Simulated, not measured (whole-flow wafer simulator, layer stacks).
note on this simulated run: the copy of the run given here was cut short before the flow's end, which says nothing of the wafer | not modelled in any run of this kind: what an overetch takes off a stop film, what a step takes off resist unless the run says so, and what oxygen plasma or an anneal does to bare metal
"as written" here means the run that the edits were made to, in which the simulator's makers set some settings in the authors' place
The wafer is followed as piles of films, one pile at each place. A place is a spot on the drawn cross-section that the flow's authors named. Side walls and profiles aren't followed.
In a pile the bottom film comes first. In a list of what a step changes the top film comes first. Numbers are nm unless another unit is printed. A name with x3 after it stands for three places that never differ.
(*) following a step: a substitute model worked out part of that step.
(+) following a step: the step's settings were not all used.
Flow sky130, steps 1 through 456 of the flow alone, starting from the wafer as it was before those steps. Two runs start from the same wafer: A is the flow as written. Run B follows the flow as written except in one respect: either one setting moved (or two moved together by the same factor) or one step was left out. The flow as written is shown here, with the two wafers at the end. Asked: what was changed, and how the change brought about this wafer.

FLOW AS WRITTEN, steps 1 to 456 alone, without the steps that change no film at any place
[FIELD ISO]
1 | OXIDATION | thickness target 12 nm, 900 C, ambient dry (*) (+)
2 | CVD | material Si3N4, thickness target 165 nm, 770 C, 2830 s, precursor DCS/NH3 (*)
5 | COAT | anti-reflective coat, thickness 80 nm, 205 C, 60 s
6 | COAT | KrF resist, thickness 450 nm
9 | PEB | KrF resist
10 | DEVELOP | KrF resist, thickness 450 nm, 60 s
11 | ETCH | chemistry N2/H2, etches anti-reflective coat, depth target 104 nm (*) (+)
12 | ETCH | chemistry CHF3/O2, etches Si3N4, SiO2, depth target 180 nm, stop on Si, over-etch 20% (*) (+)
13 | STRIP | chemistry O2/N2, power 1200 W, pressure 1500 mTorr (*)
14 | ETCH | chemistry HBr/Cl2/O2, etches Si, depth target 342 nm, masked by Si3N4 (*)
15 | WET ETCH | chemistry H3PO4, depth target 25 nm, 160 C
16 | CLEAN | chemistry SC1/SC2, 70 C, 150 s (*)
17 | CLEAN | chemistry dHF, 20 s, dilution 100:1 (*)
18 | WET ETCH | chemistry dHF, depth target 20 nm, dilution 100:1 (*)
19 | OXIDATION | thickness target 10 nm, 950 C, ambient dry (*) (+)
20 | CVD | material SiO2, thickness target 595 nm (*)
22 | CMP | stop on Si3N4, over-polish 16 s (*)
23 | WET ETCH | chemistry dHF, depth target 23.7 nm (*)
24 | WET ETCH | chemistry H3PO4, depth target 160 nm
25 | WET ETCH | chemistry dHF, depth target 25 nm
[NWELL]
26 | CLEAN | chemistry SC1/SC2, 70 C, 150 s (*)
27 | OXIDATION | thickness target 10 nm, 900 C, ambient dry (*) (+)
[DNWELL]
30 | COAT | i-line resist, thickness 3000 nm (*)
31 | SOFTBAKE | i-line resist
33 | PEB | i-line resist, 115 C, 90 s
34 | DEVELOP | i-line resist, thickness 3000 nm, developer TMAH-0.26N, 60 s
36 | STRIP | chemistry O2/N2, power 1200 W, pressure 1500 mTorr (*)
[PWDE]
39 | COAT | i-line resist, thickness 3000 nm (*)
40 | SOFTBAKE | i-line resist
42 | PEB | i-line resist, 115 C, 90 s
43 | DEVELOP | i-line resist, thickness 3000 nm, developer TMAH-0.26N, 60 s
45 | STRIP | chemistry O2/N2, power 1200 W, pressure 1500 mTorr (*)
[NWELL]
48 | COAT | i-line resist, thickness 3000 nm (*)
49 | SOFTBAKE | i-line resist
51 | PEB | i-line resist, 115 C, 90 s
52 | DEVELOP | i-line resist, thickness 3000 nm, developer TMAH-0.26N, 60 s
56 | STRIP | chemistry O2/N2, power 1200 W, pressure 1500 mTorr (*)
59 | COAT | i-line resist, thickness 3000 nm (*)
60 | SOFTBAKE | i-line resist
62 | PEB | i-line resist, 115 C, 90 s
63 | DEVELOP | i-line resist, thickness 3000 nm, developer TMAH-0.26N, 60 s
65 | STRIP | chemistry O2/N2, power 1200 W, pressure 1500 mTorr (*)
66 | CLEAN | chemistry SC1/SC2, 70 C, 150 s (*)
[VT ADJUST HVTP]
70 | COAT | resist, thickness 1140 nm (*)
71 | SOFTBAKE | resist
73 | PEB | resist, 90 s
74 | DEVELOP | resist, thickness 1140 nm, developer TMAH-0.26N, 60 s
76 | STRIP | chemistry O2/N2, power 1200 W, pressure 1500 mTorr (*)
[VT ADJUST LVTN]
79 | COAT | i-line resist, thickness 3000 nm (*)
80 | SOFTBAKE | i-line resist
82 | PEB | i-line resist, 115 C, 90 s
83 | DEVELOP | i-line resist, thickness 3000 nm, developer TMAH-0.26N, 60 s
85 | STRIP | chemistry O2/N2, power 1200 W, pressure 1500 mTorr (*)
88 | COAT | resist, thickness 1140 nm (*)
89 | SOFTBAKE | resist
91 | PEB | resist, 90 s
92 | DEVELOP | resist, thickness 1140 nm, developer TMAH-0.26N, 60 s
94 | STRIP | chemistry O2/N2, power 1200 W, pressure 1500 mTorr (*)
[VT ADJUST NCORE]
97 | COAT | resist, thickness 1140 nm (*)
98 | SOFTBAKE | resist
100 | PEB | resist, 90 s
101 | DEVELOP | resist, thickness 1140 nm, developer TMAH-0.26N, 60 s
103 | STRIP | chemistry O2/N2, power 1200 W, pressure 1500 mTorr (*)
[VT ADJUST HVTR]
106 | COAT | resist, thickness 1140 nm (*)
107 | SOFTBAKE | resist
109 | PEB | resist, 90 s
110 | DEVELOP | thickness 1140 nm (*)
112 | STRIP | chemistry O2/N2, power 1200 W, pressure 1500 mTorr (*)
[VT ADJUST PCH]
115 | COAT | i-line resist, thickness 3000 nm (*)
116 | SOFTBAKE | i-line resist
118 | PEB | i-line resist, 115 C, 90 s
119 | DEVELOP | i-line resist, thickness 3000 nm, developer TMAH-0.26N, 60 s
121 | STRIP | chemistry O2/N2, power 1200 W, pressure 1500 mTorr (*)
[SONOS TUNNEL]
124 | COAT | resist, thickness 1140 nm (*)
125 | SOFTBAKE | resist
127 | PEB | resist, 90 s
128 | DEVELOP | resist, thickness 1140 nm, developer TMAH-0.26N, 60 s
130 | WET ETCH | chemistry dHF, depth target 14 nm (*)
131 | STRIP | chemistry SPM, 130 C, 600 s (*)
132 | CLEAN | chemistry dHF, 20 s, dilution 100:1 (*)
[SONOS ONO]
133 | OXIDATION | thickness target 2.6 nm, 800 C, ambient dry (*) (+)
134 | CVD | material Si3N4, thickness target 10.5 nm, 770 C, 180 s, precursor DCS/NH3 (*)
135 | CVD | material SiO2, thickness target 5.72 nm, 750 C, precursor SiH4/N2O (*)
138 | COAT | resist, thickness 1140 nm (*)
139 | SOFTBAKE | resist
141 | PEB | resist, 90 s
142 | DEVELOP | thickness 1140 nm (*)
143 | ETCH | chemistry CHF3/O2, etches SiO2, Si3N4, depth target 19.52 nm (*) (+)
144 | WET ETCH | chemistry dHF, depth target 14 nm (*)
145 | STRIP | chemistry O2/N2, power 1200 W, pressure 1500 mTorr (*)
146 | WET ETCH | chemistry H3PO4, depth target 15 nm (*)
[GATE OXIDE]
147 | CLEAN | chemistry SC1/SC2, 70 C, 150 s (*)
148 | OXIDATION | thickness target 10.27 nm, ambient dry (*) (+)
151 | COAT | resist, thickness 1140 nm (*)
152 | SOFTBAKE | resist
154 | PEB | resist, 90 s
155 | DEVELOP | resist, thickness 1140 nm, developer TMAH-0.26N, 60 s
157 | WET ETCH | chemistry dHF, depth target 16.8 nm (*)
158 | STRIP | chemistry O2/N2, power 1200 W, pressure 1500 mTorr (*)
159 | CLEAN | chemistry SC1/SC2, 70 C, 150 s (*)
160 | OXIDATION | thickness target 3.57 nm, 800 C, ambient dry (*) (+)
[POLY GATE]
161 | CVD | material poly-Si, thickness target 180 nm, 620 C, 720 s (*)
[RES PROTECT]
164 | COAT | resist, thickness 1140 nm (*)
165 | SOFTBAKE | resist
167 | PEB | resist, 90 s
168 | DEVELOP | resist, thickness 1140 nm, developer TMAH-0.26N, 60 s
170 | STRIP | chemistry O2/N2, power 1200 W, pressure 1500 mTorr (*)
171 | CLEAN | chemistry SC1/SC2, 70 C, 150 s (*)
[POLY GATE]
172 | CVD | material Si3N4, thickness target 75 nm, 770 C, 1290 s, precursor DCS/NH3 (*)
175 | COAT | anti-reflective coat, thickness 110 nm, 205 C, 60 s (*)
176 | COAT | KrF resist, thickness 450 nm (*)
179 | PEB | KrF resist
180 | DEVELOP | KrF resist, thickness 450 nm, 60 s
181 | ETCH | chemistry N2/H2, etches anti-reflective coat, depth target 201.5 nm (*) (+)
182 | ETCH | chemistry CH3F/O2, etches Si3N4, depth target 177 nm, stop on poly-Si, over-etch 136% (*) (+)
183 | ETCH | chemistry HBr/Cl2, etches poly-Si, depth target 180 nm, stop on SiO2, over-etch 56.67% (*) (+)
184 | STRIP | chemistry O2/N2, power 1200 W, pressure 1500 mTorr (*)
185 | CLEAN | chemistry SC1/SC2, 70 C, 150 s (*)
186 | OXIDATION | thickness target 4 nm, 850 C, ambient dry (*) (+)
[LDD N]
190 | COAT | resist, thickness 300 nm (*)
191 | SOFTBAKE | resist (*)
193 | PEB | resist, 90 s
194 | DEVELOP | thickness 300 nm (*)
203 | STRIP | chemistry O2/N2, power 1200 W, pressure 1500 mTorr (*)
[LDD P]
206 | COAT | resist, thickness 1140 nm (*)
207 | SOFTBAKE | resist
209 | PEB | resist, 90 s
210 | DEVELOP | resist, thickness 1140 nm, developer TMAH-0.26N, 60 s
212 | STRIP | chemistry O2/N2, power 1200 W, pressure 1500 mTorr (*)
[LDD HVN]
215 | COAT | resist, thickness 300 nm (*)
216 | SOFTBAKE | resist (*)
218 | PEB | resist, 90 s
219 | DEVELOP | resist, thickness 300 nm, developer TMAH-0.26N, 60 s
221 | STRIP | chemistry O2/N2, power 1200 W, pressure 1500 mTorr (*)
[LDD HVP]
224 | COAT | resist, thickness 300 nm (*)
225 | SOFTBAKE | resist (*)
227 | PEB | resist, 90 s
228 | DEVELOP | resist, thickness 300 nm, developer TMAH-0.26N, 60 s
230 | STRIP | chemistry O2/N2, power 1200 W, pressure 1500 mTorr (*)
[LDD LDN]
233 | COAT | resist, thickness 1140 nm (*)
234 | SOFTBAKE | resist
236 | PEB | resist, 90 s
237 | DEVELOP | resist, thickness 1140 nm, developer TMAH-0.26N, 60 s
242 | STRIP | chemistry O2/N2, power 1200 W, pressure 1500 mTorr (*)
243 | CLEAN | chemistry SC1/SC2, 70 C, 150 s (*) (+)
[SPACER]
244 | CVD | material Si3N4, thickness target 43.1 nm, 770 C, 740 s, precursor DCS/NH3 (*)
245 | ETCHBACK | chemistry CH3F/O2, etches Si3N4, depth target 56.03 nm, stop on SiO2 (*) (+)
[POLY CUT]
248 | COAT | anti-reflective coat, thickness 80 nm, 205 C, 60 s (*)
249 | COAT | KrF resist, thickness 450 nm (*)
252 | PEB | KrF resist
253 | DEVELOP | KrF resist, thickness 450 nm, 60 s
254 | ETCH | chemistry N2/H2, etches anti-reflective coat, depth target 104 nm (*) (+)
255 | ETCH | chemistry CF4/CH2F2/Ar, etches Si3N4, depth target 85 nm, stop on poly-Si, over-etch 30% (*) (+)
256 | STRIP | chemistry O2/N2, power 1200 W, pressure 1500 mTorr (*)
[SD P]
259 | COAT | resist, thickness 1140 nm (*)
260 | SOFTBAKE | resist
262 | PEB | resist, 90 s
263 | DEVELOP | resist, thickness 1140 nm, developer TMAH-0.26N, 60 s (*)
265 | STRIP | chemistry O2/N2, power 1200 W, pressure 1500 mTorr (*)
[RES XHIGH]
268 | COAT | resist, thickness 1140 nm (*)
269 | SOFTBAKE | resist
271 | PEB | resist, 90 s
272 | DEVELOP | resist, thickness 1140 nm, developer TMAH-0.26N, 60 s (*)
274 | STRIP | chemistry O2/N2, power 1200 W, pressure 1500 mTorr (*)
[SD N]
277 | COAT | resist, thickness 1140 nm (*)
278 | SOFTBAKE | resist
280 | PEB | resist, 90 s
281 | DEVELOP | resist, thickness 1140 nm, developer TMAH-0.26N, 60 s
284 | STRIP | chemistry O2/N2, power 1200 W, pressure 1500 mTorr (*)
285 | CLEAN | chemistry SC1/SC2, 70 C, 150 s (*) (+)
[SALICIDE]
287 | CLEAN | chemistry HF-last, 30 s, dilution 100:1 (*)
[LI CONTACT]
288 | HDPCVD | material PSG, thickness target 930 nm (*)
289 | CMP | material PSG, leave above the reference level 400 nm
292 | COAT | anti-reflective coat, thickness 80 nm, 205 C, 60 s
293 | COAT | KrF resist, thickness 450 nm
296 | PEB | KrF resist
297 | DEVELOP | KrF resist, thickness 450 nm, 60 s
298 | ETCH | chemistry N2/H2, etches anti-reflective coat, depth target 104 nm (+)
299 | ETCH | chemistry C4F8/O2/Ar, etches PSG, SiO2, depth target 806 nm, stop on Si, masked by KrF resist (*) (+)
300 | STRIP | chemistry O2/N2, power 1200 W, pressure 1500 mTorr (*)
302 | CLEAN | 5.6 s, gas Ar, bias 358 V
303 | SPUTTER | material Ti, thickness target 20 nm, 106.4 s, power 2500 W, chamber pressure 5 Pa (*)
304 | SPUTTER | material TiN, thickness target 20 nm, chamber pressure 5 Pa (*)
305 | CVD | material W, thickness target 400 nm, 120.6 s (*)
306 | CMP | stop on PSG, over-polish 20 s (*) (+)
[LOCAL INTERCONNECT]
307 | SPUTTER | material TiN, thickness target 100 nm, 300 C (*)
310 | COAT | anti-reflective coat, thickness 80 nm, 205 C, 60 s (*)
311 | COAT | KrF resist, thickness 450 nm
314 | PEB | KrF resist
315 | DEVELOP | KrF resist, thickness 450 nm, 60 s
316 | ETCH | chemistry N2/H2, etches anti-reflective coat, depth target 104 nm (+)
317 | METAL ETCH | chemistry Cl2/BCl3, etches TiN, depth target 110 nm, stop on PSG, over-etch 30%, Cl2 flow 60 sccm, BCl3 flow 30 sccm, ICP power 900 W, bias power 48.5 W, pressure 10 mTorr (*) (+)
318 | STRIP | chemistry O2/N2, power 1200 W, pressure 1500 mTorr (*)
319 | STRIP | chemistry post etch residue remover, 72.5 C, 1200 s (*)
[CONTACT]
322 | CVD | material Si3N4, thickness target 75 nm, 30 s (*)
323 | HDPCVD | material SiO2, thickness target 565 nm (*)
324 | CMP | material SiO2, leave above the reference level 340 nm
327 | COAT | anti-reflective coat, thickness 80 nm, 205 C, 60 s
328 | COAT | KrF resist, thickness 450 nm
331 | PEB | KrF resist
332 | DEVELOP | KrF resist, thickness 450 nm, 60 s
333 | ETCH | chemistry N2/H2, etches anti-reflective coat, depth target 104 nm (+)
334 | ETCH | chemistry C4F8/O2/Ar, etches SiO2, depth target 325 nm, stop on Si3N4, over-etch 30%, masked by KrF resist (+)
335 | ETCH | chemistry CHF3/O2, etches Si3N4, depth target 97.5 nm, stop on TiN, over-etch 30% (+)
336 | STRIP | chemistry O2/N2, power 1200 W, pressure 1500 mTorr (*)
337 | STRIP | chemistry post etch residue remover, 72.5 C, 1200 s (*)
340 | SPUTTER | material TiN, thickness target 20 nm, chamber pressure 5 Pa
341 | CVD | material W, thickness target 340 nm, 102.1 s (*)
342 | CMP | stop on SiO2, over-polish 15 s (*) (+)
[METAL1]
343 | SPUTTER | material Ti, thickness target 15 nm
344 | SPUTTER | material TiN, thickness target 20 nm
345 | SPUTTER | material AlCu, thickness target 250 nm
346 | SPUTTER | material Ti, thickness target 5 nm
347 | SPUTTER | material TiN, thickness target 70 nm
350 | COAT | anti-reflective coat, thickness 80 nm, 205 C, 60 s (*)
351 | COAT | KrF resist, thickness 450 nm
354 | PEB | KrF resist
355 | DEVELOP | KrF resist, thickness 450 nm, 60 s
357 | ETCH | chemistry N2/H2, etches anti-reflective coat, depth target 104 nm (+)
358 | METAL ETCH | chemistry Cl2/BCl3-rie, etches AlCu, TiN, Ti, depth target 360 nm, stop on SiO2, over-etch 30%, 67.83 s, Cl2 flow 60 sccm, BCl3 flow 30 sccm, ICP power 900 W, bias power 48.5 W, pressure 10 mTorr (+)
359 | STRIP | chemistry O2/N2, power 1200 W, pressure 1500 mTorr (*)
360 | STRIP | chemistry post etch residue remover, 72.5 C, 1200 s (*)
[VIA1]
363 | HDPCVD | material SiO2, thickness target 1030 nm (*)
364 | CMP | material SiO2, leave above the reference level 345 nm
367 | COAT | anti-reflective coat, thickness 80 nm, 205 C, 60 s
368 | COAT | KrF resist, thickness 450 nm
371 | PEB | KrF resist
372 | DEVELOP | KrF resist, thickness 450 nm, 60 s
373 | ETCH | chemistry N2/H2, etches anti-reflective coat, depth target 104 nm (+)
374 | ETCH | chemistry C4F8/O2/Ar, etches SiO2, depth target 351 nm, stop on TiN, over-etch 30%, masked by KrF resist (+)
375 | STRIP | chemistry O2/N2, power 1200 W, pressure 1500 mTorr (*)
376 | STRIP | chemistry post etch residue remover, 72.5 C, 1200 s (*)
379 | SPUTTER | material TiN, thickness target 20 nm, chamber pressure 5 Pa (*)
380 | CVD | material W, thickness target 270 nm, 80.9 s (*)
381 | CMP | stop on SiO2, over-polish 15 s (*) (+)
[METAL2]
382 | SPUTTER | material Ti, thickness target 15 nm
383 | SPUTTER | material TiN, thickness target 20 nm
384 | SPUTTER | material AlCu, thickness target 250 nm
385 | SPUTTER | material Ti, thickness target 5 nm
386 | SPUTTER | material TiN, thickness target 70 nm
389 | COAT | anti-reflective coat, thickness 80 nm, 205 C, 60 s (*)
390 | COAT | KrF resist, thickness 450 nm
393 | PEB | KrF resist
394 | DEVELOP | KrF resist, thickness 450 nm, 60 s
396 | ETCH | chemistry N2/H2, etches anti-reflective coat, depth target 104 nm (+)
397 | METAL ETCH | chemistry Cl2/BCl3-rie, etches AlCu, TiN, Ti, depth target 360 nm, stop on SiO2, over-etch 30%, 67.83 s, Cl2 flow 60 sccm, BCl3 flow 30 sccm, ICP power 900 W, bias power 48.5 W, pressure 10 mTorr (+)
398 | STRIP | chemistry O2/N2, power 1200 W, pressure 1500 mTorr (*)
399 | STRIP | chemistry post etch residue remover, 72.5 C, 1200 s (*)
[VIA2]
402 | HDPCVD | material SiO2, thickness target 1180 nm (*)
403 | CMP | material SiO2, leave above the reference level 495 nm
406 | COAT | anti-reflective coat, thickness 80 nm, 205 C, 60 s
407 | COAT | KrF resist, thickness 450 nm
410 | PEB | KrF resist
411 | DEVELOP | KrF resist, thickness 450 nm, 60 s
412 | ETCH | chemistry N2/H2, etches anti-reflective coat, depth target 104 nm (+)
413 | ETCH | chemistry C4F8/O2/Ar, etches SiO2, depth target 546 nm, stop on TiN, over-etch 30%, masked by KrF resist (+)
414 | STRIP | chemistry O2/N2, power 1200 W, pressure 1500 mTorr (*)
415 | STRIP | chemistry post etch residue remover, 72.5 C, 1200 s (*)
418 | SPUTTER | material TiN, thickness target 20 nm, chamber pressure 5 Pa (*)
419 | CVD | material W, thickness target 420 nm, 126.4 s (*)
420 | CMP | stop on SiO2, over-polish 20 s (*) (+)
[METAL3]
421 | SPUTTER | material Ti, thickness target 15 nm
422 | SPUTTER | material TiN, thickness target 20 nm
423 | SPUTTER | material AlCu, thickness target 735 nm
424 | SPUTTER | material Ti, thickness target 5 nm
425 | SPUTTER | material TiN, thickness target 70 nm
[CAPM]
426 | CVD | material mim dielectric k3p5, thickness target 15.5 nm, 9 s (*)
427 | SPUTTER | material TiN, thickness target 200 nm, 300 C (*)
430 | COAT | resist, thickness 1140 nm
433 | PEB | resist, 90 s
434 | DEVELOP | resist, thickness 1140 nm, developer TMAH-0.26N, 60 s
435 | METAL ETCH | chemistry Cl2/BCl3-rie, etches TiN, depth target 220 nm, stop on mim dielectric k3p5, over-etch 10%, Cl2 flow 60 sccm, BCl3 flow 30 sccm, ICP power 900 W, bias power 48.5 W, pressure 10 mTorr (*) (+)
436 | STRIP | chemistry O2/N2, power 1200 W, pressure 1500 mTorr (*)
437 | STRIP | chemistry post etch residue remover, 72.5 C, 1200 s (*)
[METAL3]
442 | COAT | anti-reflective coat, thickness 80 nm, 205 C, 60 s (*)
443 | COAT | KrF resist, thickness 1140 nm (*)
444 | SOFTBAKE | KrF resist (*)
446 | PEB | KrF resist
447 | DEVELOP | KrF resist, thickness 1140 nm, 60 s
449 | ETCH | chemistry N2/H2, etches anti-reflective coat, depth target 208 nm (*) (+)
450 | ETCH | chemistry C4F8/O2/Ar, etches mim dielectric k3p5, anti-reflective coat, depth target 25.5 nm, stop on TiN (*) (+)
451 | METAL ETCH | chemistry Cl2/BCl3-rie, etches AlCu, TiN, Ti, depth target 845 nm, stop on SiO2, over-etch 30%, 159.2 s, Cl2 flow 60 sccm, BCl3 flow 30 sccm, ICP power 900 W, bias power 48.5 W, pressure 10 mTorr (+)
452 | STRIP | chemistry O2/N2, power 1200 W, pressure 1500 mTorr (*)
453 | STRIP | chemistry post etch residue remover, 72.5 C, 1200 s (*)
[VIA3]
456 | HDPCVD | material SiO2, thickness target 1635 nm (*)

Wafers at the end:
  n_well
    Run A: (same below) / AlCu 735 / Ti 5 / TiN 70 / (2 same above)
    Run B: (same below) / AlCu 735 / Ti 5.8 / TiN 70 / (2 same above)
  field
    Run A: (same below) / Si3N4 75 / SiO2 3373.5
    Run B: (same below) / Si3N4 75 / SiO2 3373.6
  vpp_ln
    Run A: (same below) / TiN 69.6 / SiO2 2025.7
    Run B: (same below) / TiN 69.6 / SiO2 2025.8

What caused this: step 424, SPUTTER: thickness target 5.8 nm was run, while the flow as written has thickness target 5 nm.
The wafer itself shows it: n_well has Ti 5.8, and step 424 as written asks for 5 nm.

The path from the change to this, step by step:
  424 | SPUTTER | material Ti, thickness target 5 nm
      field, active, n_well and 188 more: A +5 Ti (new film) | B +5.8 Ti (new film)
  451 | METAL ETCH | chemistry Cl2/BCl3-rie, etches AlCu, TiN, Ti, depth target 845 nm, stop on SiO2, over-etch 30%, 159.2 s, Cl2 flow 60 sccm, BCl3 flow 30 sccm, ICP power 900 W, bias power 48.5 W, pressure 10 mTorr (+)
      field, active, gate and 69 more: A -70 TiN (all of it), -5 Ti (all of it), -735 AlCu (all of it), -20 TiN (all of it), -15 Ti (all of it), -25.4 SiO2 | B -70 TiN (all of it), -5.8 Ti (all of it), -735 AlCu (all of it), -20 TiN (all of it), -15 Ti (all of it), -25.3 SiO2
      vpp_ln, vpp_iso2, ndiff_ln and 10 more: A -70 TiN (all of it), -5 Ti (all of it), -735 AlCu (all of it), -20 TiN (all of it), -15 Ti (all of it), -25.3 SiO2 | B -70 TiN (all of it), -5.8 Ti (all of it), -735 AlCu (all of it), -20 TiN (all of it), -15 Ti (all of it), -25.3 SiO2
